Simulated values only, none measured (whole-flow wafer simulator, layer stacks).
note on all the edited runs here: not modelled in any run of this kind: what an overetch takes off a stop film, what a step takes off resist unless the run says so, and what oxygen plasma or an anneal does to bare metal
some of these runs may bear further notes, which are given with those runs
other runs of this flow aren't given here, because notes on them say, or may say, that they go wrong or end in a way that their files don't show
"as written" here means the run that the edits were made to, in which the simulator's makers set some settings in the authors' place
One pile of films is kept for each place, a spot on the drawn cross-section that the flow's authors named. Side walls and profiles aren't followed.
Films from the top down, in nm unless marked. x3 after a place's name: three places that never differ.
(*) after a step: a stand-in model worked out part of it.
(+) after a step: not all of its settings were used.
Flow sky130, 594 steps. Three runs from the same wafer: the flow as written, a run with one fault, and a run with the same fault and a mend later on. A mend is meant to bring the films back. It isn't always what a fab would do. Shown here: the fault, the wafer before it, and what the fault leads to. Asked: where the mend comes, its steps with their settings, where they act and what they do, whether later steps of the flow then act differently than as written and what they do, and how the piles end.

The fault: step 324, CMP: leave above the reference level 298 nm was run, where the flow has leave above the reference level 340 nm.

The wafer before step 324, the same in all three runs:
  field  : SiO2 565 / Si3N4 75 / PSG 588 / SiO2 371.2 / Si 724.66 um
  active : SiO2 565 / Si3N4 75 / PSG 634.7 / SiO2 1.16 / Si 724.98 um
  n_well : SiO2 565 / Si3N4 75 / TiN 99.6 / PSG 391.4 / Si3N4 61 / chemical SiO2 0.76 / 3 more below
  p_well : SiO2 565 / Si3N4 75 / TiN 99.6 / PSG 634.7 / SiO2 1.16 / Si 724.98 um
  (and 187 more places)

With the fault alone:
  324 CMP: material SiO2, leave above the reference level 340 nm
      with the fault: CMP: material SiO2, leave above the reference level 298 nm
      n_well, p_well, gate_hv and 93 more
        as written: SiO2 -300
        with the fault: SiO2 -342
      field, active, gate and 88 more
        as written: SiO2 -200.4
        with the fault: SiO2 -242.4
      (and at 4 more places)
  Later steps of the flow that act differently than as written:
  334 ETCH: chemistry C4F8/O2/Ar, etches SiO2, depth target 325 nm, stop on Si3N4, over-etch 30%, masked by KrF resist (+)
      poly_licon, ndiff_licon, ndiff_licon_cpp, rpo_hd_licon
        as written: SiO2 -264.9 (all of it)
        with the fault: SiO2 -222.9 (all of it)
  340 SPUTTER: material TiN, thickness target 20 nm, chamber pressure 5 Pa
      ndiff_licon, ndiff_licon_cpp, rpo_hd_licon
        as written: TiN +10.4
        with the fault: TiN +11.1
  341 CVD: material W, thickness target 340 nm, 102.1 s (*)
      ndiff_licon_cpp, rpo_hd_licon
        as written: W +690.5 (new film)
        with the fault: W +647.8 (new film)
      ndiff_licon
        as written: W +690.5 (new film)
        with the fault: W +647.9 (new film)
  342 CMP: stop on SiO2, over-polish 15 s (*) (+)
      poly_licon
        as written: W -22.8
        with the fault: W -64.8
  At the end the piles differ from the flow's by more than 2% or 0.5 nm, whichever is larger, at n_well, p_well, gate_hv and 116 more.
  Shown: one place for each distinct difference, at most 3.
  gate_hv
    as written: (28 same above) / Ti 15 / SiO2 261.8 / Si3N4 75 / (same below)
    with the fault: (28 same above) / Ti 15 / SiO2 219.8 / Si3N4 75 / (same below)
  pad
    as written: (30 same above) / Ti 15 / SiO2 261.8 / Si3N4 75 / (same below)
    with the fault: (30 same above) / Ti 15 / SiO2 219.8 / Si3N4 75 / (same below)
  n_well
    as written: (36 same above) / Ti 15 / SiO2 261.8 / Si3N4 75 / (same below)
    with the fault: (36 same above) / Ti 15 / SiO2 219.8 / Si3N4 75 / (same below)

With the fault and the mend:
  The mend comes after step 324.
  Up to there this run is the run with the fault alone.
  324a HDPCVD: thickness target 42 nm (*) (the flow's step 323 once more, with other settings)
      field, active, n_well and 188 more
        SiO2 +42
  No later step of the flow acts differently than as written, at any place that is followed, by more than 2% or 0.5 nm, whichever is larger.
  At the end the piles are the same as the flow's at every place that both follow.
